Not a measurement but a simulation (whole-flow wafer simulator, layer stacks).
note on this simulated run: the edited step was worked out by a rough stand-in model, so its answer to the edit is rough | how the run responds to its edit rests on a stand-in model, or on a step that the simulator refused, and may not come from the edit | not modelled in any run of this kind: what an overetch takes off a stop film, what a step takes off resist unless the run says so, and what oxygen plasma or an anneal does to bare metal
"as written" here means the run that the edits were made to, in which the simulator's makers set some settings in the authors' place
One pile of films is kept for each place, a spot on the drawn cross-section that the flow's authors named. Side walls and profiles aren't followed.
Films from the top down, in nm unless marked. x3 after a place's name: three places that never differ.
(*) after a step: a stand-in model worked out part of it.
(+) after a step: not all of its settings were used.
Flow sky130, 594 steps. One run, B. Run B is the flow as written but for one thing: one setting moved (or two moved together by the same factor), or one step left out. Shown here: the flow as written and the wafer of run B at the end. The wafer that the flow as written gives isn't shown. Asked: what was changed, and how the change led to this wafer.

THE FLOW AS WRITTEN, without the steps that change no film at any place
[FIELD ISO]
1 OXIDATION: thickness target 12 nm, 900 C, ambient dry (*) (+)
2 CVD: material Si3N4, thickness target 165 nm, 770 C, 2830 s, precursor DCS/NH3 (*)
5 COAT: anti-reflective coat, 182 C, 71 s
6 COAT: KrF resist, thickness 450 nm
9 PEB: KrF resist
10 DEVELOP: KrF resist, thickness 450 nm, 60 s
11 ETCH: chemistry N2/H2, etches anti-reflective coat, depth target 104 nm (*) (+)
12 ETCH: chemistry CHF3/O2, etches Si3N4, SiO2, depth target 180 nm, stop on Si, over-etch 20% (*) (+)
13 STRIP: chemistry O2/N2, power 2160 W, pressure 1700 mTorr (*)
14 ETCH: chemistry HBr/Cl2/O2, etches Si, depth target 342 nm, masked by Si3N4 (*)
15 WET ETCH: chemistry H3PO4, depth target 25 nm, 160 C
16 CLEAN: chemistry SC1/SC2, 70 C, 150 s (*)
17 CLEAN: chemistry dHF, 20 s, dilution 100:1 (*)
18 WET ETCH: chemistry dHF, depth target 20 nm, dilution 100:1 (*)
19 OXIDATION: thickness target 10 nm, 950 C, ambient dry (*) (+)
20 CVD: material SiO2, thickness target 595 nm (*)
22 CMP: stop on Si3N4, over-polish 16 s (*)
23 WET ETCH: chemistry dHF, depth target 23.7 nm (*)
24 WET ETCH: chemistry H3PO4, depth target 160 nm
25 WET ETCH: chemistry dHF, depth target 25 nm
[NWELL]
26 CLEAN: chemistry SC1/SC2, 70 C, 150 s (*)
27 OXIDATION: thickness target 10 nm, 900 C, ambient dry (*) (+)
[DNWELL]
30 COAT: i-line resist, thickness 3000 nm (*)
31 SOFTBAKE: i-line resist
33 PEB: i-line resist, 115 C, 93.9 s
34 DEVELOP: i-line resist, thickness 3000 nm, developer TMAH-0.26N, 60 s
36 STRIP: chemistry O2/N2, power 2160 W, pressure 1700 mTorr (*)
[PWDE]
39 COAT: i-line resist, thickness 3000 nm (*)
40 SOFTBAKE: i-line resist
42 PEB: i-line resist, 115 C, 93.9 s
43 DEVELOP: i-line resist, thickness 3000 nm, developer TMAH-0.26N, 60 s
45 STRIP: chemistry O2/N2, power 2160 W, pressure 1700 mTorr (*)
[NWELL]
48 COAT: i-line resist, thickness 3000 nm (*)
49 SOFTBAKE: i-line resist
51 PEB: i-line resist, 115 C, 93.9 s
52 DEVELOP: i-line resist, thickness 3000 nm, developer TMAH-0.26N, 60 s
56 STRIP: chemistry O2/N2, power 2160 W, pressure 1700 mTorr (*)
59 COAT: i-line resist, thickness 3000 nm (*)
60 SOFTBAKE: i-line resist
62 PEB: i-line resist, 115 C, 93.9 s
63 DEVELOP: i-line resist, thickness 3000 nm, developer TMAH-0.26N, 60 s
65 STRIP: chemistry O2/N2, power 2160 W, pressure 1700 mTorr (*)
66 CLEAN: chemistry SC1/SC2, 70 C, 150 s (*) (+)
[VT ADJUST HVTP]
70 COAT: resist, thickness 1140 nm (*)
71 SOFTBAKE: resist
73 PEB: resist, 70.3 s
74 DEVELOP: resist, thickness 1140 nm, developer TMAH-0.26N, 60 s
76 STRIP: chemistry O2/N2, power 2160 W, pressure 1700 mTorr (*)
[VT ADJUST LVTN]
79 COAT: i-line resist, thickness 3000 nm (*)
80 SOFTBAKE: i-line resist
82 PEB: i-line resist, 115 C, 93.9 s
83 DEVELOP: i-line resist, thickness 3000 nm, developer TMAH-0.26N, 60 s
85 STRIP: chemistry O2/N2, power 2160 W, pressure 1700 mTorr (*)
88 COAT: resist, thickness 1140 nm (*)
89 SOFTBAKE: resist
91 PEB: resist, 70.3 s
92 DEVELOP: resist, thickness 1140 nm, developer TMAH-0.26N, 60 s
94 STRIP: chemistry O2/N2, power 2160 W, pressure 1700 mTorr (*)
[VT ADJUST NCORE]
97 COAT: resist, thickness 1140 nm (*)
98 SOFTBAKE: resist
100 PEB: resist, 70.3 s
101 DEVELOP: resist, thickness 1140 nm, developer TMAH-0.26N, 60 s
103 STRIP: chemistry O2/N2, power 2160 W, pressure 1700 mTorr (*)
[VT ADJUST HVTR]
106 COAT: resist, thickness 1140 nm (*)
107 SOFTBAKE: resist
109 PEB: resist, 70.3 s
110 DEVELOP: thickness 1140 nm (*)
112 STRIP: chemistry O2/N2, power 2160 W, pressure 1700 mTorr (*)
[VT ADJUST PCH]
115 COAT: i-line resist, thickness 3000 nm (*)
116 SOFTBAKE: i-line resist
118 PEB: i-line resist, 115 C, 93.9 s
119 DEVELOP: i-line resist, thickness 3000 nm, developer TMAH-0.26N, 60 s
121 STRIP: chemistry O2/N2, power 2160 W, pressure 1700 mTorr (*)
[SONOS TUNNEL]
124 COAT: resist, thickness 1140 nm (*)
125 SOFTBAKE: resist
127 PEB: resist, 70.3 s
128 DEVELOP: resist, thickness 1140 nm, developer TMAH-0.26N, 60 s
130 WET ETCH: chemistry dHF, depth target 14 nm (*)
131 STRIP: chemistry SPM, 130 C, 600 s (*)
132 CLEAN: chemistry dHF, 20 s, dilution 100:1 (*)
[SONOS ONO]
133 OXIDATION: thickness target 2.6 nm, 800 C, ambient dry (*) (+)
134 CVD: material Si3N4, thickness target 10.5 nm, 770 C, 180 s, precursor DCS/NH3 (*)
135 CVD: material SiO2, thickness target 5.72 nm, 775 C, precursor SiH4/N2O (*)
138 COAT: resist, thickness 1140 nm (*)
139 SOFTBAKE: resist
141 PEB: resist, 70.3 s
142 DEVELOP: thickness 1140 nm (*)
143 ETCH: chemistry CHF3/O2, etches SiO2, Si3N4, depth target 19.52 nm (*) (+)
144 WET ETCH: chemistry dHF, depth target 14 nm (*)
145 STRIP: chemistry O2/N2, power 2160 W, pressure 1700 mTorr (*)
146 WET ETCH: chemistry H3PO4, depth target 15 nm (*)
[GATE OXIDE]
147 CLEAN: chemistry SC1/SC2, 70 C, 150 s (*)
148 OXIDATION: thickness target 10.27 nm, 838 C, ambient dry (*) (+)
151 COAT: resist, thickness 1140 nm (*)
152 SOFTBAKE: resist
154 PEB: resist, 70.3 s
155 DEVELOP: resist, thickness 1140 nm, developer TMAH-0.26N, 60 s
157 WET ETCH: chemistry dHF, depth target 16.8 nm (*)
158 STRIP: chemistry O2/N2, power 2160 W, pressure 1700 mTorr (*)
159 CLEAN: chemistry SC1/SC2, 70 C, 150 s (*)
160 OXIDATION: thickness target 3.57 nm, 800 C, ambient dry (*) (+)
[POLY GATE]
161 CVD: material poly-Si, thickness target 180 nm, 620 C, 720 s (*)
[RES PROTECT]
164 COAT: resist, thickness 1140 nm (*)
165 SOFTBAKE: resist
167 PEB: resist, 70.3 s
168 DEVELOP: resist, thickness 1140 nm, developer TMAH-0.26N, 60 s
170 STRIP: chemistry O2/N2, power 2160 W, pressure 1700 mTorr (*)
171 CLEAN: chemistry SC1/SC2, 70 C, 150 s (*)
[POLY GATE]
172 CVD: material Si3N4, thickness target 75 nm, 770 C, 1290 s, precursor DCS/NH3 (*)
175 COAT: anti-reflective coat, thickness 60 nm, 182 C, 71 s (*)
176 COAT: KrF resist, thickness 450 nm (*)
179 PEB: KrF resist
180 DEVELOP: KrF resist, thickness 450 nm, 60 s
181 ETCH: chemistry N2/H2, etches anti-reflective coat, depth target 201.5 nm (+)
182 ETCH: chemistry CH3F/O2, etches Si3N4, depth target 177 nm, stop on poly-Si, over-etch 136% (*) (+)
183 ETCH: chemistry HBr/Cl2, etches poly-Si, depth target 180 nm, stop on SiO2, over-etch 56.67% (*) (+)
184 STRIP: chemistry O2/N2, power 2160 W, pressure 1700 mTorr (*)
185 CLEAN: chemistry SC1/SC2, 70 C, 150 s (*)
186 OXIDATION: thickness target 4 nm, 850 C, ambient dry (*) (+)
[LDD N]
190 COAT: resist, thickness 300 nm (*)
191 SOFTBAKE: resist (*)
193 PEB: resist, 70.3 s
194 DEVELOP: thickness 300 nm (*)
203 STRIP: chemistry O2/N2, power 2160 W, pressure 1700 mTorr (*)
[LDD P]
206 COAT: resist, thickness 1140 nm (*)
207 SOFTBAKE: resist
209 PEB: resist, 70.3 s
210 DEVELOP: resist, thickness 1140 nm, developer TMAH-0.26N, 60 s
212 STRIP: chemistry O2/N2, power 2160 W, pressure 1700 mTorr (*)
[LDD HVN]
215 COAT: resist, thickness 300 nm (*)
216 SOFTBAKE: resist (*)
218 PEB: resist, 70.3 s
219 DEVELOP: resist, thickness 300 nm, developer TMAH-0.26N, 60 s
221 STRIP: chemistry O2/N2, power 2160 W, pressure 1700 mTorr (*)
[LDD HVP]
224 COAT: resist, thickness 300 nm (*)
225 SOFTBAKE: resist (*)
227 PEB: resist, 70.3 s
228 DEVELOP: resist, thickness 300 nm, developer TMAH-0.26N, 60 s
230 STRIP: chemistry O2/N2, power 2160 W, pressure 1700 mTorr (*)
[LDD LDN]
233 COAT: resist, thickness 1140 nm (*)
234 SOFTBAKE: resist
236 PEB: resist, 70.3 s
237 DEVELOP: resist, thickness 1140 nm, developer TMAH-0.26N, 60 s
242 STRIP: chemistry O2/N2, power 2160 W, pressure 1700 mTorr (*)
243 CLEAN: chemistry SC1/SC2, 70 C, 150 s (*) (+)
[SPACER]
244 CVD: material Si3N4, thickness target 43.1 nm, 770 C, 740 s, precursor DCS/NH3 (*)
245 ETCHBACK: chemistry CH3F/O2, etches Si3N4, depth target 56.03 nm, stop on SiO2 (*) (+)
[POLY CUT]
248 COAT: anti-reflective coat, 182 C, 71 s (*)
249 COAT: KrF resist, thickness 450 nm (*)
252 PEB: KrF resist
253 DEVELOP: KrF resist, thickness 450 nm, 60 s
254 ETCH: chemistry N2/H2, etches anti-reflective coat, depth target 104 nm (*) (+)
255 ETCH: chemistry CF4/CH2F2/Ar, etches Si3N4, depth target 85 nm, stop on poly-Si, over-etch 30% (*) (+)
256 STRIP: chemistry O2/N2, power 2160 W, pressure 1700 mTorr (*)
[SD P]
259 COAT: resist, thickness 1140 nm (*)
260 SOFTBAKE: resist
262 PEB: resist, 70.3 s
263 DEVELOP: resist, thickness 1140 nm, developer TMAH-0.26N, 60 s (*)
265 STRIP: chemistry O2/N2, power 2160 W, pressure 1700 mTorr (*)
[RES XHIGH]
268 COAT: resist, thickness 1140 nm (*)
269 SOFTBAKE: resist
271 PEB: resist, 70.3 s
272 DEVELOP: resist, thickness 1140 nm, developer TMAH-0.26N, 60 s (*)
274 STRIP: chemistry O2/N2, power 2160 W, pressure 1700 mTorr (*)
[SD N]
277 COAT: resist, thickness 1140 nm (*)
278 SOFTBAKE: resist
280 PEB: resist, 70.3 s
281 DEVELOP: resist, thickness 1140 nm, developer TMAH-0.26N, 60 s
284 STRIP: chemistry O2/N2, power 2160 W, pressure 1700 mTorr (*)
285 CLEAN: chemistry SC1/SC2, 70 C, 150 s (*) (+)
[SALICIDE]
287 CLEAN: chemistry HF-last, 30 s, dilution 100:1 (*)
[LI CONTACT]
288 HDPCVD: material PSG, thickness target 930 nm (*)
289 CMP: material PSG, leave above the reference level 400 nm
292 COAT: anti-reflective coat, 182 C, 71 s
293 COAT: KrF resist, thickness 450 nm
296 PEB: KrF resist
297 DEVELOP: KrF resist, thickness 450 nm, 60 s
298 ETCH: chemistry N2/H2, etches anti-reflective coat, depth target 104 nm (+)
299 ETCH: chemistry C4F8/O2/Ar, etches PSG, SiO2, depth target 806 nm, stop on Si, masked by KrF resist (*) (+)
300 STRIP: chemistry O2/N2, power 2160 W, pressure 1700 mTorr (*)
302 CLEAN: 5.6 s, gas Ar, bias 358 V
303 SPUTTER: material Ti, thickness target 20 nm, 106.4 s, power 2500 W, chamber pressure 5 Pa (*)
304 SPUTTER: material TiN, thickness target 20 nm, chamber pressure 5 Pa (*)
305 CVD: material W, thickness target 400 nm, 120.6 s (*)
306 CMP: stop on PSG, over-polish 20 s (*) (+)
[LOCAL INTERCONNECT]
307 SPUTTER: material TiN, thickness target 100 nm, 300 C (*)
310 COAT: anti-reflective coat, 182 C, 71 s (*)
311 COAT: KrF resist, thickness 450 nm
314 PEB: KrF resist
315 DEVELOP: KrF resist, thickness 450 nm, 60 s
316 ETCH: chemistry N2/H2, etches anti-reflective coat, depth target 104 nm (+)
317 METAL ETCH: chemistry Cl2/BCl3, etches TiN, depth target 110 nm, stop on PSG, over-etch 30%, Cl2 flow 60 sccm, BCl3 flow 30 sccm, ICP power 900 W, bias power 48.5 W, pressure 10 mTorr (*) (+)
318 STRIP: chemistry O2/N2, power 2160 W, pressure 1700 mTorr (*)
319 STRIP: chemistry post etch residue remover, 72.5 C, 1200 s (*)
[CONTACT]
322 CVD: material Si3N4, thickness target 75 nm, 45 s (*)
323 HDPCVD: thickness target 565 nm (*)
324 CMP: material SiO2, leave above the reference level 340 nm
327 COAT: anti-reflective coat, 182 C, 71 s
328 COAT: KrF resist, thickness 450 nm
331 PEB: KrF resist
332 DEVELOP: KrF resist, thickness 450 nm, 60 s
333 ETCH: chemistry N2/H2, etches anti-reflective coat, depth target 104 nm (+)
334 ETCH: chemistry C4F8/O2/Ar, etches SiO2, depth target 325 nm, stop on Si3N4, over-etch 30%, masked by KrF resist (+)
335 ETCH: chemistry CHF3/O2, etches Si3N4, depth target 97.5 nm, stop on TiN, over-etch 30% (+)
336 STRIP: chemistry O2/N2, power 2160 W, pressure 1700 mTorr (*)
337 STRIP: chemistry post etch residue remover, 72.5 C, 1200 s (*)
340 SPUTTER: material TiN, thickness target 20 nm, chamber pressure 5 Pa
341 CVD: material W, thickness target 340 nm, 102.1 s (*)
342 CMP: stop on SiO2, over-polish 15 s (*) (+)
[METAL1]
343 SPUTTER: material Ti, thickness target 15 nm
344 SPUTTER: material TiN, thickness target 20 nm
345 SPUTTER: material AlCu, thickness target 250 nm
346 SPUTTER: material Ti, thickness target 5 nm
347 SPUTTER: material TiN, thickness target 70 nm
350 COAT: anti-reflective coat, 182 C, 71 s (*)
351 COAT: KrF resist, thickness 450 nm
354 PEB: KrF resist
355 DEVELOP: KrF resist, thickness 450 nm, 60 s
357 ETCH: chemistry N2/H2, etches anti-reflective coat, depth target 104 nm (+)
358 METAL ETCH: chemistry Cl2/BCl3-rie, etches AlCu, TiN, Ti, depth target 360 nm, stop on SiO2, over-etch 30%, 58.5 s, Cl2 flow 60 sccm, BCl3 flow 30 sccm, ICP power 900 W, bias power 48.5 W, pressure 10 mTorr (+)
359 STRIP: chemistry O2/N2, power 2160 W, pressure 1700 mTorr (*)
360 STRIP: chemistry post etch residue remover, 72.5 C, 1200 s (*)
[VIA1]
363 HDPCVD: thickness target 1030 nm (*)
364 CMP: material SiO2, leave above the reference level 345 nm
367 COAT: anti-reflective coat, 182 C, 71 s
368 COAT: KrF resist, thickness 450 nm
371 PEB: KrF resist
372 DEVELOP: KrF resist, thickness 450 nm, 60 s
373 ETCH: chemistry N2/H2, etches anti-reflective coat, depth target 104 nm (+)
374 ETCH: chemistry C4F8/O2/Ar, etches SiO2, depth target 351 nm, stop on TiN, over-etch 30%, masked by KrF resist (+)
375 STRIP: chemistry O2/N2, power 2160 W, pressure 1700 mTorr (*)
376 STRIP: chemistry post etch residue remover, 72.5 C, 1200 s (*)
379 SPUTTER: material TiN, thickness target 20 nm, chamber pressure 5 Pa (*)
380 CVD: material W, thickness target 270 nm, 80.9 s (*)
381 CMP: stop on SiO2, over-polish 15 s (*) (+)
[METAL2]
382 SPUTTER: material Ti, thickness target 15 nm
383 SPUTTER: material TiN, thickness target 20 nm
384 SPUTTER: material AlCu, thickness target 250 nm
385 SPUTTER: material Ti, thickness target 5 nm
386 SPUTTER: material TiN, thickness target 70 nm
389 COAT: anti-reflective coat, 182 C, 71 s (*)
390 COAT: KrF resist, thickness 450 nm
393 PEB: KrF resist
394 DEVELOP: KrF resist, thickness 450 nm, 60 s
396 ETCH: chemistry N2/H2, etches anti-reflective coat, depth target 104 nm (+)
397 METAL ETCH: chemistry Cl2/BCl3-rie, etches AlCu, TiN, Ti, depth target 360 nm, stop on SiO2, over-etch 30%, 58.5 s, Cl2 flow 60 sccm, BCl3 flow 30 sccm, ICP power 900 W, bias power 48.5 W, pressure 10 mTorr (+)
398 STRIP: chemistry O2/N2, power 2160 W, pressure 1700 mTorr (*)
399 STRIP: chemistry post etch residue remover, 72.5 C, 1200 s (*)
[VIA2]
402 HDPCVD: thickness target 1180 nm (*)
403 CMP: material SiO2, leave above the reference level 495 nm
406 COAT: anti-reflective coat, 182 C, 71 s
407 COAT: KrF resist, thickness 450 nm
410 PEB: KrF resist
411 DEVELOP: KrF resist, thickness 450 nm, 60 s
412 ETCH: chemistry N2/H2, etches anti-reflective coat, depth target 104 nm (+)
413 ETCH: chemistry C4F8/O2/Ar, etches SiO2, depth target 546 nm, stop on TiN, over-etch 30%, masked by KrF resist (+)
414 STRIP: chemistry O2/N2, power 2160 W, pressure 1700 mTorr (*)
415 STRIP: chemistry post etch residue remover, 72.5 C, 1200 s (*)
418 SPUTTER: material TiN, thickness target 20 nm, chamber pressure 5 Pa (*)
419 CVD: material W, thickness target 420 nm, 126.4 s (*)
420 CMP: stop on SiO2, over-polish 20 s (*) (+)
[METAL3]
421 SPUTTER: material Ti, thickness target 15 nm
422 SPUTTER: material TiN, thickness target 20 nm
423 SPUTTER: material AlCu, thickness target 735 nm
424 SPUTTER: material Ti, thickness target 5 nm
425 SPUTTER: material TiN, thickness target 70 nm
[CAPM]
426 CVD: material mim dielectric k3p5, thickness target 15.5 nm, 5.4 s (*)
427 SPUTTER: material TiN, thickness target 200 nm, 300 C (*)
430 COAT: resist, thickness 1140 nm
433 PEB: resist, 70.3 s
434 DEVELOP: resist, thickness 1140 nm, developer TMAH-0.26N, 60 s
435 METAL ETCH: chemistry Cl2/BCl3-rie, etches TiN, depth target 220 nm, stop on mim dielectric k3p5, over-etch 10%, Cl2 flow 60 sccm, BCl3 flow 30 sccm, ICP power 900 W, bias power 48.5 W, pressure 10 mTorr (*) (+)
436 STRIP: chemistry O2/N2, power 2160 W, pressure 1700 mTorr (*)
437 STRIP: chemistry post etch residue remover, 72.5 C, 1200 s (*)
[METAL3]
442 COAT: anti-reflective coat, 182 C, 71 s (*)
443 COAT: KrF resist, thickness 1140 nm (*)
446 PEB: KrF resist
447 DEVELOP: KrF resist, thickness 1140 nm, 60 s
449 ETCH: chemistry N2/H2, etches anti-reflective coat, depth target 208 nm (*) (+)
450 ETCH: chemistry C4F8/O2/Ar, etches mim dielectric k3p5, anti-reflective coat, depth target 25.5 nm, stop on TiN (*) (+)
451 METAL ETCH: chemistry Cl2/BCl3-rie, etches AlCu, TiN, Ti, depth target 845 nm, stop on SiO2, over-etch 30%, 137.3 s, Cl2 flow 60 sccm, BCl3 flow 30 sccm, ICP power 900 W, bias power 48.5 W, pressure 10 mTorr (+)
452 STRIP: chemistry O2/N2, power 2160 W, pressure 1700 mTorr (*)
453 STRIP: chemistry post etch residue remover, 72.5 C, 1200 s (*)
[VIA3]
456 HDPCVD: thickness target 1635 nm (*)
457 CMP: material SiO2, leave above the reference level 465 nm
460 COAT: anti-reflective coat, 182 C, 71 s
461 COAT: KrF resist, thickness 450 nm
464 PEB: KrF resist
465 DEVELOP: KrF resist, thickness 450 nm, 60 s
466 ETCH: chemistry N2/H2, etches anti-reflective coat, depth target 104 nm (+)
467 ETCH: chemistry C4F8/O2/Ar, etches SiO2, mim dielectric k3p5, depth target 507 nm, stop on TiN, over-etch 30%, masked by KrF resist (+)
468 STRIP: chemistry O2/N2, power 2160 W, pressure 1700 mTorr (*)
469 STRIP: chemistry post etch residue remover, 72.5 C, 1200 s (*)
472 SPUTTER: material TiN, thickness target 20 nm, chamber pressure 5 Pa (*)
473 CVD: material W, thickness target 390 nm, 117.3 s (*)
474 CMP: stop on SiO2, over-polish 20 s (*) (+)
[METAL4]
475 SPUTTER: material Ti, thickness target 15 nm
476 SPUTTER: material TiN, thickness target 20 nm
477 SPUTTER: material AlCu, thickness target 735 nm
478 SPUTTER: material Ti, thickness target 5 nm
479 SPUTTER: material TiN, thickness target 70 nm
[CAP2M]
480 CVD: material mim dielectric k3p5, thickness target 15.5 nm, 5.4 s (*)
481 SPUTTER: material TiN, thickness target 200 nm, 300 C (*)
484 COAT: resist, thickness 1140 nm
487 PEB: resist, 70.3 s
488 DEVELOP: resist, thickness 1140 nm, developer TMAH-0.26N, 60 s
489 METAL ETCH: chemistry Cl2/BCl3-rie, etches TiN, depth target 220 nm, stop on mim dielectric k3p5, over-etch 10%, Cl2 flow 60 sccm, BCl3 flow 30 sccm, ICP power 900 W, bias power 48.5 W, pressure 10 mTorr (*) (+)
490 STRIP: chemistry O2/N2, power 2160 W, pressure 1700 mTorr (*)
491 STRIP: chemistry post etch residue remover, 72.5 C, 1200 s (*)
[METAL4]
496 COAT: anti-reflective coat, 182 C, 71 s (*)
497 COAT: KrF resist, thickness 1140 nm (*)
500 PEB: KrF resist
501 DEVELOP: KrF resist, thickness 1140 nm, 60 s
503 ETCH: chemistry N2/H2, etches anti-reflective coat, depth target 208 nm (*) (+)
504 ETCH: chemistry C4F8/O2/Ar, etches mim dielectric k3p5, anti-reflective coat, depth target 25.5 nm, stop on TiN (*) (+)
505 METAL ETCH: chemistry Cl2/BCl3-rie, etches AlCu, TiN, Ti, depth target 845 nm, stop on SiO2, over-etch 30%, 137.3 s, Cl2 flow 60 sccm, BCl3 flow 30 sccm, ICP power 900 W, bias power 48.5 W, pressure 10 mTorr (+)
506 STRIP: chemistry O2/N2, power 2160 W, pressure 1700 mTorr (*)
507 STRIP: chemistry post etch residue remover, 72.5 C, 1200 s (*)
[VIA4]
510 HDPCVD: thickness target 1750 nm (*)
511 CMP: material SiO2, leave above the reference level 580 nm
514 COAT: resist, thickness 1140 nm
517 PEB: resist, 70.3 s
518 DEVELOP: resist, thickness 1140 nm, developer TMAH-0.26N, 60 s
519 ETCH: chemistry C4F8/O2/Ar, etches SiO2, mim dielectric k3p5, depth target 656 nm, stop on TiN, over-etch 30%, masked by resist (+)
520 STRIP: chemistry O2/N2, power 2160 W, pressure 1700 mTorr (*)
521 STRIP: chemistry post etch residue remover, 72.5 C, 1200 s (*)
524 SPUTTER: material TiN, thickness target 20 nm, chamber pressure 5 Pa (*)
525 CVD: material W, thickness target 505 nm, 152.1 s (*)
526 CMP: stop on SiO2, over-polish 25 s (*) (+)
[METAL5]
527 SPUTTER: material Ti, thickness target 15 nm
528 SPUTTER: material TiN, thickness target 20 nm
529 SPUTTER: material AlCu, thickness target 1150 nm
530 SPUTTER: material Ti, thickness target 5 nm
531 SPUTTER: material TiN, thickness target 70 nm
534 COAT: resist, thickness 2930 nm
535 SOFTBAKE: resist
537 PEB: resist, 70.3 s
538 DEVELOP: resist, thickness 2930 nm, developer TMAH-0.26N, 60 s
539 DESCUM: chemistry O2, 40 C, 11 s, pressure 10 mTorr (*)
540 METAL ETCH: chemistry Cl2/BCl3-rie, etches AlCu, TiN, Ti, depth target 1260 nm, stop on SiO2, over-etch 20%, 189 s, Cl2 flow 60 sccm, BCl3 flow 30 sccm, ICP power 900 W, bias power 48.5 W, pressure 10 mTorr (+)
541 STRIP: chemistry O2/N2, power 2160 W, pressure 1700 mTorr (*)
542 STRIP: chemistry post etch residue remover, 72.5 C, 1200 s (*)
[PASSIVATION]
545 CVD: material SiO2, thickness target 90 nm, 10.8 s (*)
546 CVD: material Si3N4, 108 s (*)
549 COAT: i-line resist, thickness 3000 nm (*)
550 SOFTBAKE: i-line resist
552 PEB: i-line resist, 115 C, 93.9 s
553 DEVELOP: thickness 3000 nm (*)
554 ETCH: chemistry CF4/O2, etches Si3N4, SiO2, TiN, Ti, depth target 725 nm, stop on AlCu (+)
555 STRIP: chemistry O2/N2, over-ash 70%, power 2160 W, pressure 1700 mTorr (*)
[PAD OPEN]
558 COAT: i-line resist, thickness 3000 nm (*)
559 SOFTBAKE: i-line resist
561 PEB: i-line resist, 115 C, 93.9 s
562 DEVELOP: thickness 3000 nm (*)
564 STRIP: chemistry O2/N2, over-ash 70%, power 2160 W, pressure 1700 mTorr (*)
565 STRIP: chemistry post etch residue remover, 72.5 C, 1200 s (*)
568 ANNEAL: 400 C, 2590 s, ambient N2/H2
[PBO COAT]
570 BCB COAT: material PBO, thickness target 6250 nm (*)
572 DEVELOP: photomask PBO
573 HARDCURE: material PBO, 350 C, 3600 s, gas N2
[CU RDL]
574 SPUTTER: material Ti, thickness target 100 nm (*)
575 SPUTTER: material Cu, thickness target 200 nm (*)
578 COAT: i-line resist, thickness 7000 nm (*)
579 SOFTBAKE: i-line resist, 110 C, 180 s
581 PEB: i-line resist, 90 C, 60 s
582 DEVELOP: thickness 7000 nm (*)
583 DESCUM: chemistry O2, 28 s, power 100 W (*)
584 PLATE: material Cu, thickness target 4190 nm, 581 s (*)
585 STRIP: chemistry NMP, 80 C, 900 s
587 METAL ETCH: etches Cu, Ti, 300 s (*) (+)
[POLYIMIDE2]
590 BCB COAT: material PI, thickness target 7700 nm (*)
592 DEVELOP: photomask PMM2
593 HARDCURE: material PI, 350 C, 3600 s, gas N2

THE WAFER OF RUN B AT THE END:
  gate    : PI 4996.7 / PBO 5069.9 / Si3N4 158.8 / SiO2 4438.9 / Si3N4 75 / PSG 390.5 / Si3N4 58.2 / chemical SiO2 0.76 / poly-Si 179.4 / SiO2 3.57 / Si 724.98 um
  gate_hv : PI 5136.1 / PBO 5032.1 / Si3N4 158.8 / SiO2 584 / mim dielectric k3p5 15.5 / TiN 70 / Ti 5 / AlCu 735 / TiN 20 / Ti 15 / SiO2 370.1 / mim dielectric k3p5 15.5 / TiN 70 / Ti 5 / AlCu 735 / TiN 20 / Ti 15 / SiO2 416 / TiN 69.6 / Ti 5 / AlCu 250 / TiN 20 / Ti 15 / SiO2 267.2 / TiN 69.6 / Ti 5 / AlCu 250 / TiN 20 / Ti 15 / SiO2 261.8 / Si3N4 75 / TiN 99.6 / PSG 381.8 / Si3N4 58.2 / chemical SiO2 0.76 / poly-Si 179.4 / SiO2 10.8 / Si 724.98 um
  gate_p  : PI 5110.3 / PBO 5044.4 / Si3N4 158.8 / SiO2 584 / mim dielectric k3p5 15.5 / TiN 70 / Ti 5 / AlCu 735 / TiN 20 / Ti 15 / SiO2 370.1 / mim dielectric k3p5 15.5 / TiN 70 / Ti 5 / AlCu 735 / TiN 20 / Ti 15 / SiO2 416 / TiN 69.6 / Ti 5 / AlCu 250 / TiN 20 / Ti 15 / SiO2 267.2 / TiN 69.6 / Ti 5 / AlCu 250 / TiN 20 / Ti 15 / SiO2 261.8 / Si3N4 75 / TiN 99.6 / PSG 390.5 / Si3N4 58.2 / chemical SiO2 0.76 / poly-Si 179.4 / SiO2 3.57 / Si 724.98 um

The cause: step 245, ETCHBACK: depth target 58.83 nm was run, where the flow has depth target 56.03 nm.

How the change led to this, step by step:
  245 ETCHBACK: chemistry CH3F/O2, etches Si3N4, depth target 56.03 nm, stop on SiO2 (*) (+)
      n_well, gate, gate_hv and 74 more: Si3N4 -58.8 (as written it would be: Si3N4 -56)
  248 COAT: anti-reflective coat, 182 C, 71 s (*)
      gate_hv: anti-reflective coat +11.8 (new film) (as written it would be: anti-reflective coat +10.9 (new film))
      mim: anti-reflective coat +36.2 (new film) (as written it would be: anti-reflective coat +35.2 (new film))
      (and at 11 more places)
  255 ETCH: chemistry CF4/CH2F2/Ar, etches Si3N4, depth target 85 nm, stop on poly-Si, over-etch 30% (*) (+)
      field, active, n_well and 180 more: KrF resist -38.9 (as written it would be: KrF resist -40.7)
      rpo_wd, rxpo_wd: Si3N4 -58.8 (all of it), chemical SiO2 -0.75 (all of it) (as written it would be: Si3N4 -61.6 (all of it), chemical SiO2 -0.75 (all of it))
      (and at 5 more places)
  256 STRIP: chemistry O2/N2, power 2160 W, pressure 1700 mTorr (*)
      gate_hv: KrF resist -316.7 (all of it), anti-reflective coat -11.8 (all of it) (as written it would be: KrF resist -314.7 (all of it), anti-reflective coat -10.9 (all of it))
      mim: KrF resist -402.7 (all of it), anti-reflective coat -36.2 (all of it) (as written it would be: KrF resist -401.8 (all of it), anti-reflective coat -35.2 (all of it))
      (and at 11 more places)
  306 CMP: stop on PSG, over-polish 20 s (*) (+)
      poly_licon: W -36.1 (as written it would be: W -33.3)
